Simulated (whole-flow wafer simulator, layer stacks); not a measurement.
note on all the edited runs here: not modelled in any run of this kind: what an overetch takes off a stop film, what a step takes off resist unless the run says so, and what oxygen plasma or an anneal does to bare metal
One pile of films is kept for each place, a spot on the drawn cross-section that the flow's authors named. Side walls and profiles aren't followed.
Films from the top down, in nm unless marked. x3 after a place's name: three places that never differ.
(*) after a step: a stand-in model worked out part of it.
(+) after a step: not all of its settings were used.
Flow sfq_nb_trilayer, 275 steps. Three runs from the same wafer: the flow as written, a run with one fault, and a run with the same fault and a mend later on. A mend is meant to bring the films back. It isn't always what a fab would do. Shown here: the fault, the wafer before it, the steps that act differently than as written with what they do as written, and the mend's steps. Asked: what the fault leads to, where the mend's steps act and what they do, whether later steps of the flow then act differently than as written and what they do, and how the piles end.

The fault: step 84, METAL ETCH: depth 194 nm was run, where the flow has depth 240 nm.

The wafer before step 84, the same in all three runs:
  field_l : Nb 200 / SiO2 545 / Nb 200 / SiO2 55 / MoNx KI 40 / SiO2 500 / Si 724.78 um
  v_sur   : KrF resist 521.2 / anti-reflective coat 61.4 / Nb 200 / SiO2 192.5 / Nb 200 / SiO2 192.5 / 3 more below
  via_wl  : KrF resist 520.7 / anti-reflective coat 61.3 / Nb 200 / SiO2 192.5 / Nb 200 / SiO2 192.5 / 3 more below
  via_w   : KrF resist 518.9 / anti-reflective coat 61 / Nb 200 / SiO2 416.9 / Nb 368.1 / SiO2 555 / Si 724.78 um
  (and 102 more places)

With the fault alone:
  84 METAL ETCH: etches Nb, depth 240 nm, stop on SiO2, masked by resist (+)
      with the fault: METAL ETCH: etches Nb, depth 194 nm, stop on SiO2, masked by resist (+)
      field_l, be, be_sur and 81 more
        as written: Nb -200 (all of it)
        with the fault: Nb -194
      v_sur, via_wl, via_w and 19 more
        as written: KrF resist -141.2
        with the fault: KrF resist -114.1
  Later steps of the flow that act differently than as written:
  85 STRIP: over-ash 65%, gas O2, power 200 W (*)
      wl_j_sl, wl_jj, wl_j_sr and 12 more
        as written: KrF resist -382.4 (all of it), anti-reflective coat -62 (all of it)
        with the fault: KrF resist -409.4 (all of it), anti-reflective coat -62 (all of it)
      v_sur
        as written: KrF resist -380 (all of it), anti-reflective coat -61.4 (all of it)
        with the fault: KrF resist -407.1 (all of it), anti-reflective coat -61.4 (all of it)
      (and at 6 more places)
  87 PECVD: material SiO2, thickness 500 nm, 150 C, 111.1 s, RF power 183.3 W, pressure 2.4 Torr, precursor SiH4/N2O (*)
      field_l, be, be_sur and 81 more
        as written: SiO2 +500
        with the fault: SiO2 +500 (new film)
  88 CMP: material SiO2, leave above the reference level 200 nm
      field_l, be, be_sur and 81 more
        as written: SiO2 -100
        with the fault: SiO2 -106
  At the end the piles differ from the flow's by more than 2% or 0.5 nm, whichever is larger, at field_l, be, be_sur and 81 more.
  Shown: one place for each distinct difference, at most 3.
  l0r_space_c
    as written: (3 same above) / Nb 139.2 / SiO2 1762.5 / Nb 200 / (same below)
    with the fault: (3 same above) / Nb 139.2 / SiO2 1171.5 / Nb 6 / SiO2 585 / Nb 200 / (same below)
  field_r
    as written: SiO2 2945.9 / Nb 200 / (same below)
    with the fault: SiO2 2354.9 / Nb 6 / SiO2 585 / Nb 200 / (same below)
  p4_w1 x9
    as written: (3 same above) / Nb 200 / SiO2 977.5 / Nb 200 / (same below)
    with the fault: (3 same above) / Nb 200 / SiO2 386.5 / Nb 6 / SiO2 585 / Nb 200 / (same below)

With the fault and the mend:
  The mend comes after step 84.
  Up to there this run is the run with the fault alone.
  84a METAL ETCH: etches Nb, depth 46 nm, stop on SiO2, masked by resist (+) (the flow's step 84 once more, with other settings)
      field_l, be, be_sur and 81 more
        Nb -6 (all of it)
      v_sur, via_wl, via_w and 19 more
        KrF resist -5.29
  Later steps of the flow that act differently than as written:
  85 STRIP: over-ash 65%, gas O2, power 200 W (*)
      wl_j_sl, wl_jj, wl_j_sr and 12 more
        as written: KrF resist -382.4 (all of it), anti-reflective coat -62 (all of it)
        with the mend: KrF resist -404.1 (all of it), anti-reflective coat -62 (all of it)
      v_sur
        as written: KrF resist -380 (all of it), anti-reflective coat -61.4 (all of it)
        with the mend: KrF resist -401.8 (all of it), anti-reflective coat -61.4 (all of it)
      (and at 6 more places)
  At the end the piles are the same as the flow's at every place that both follow.
